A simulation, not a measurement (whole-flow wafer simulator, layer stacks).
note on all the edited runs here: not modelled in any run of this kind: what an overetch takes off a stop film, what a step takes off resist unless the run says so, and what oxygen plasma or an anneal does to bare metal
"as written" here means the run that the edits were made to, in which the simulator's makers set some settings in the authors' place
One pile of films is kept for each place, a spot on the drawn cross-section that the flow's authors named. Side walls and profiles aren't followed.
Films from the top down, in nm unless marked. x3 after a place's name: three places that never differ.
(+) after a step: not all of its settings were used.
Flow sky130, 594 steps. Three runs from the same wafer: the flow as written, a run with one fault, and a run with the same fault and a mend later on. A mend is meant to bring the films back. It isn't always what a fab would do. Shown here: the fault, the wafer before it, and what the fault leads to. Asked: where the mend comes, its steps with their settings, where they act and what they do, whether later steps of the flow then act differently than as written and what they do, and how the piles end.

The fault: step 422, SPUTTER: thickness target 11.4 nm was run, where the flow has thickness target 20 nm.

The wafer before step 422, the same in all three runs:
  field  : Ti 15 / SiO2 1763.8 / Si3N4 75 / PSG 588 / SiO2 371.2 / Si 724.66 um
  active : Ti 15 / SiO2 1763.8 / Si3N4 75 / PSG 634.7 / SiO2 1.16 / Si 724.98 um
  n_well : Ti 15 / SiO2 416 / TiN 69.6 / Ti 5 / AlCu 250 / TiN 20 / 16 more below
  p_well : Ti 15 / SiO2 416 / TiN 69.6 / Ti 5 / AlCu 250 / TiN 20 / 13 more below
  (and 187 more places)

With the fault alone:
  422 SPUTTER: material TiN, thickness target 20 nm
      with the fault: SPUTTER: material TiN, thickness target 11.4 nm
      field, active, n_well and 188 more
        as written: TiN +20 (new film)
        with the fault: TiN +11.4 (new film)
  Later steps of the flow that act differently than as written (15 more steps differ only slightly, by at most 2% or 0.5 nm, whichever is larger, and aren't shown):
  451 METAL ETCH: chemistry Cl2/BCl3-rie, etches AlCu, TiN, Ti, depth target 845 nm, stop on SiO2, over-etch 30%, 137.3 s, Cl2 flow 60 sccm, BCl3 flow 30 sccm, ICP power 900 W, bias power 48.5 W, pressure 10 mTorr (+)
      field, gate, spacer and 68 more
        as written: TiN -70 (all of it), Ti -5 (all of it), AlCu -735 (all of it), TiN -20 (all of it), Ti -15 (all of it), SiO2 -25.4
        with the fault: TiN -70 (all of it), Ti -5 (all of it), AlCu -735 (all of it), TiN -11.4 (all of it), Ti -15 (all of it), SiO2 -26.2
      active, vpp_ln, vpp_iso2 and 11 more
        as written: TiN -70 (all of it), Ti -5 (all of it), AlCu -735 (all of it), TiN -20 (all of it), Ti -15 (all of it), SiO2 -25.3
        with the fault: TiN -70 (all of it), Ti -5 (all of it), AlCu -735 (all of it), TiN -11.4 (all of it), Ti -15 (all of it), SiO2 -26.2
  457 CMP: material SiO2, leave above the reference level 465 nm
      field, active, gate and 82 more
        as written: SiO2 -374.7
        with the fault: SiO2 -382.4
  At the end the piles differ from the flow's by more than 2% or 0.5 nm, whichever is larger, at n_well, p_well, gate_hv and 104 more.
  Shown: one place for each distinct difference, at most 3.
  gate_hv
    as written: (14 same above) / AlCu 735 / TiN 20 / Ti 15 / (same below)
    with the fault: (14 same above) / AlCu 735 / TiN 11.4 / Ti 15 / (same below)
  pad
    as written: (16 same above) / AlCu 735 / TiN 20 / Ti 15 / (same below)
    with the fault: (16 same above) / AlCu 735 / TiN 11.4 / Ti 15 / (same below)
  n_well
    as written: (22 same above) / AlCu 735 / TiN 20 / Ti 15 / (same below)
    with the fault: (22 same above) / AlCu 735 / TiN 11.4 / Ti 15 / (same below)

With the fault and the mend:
  The mend comes after step 422.
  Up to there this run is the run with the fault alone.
  422a SPUTTER: material TiN, thickness target 8.6 nm (the flow's step 422 once more, with other settings)
      field, active, n_well and 188 more
        TiN +8.6
  No later step of the flow acts differently than as written at any place that is followed.
  At the end the piles are the same as the flow's at every place that both follow.
